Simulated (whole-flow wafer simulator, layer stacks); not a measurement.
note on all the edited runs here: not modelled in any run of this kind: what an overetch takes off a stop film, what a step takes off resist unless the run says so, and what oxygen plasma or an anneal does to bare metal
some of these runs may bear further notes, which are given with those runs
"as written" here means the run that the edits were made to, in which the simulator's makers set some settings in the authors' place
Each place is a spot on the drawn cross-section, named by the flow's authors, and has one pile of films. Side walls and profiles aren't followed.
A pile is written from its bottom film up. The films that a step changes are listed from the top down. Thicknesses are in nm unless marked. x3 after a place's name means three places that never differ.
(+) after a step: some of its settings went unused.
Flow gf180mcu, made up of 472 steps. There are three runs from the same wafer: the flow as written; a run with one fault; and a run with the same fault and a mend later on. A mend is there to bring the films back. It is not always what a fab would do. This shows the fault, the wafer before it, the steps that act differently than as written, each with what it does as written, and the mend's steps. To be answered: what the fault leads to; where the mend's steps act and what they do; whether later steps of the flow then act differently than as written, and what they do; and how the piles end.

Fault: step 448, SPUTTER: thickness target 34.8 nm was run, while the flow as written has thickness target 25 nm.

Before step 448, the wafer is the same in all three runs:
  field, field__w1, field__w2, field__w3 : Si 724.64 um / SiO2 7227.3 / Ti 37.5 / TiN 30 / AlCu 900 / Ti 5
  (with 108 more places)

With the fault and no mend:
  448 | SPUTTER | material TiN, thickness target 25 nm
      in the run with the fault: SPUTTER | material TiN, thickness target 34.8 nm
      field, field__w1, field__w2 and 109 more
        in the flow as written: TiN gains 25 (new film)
        in the run with the fault: TiN gains 34.8 (new film)
  Steps further on in the flow that do not act as written (not shown: 4 more steps that differ only slightly, by at most 2% or 0.5 nm, whichever is larger):
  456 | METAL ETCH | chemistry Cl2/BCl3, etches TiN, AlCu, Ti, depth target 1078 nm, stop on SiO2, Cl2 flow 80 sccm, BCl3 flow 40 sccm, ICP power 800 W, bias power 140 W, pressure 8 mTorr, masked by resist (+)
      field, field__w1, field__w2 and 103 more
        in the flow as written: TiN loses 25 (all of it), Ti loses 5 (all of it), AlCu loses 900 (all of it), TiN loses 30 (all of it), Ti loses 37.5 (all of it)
        in the run with the fault: TiN loses 34.8 (all of it), Ti loses 5 (all of it), AlCu loses 900 (all of it), TiN loses 30 (all of it), Ti loses 37.5 (all of it)
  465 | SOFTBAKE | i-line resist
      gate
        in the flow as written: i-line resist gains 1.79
        in the run with the fault: i-line resist loses 0.29
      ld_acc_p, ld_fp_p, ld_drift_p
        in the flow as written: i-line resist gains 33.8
        in the run with the fault: i-line resist gains 27.3
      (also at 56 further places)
  The piles end different from the flow's at field__w8, contact, m1, m1__w1, pad, m1_nw by more than 2% or 0.5 nm, whichever is larger.
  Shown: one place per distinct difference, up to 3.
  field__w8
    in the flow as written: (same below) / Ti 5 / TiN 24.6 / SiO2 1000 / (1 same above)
    in the run with the fault: (same below) / Ti 5 / TiN 34.4 / SiO2 1000 / (1 same above)
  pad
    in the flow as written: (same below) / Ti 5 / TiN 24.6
    in the run with the fault: (same below) / Ti 5 / TiN 34.4

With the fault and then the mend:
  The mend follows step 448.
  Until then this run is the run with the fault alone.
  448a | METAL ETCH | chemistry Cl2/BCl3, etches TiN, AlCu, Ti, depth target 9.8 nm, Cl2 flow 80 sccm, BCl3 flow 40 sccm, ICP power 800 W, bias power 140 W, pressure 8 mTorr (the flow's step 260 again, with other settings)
      field, field__w1, field__w2 and 109 more
        TiN loses 9.8
  Later steps of the flow that are run all act as written at every place that is followed.
  By the end, the piles equal the flow's at every place that both follow.
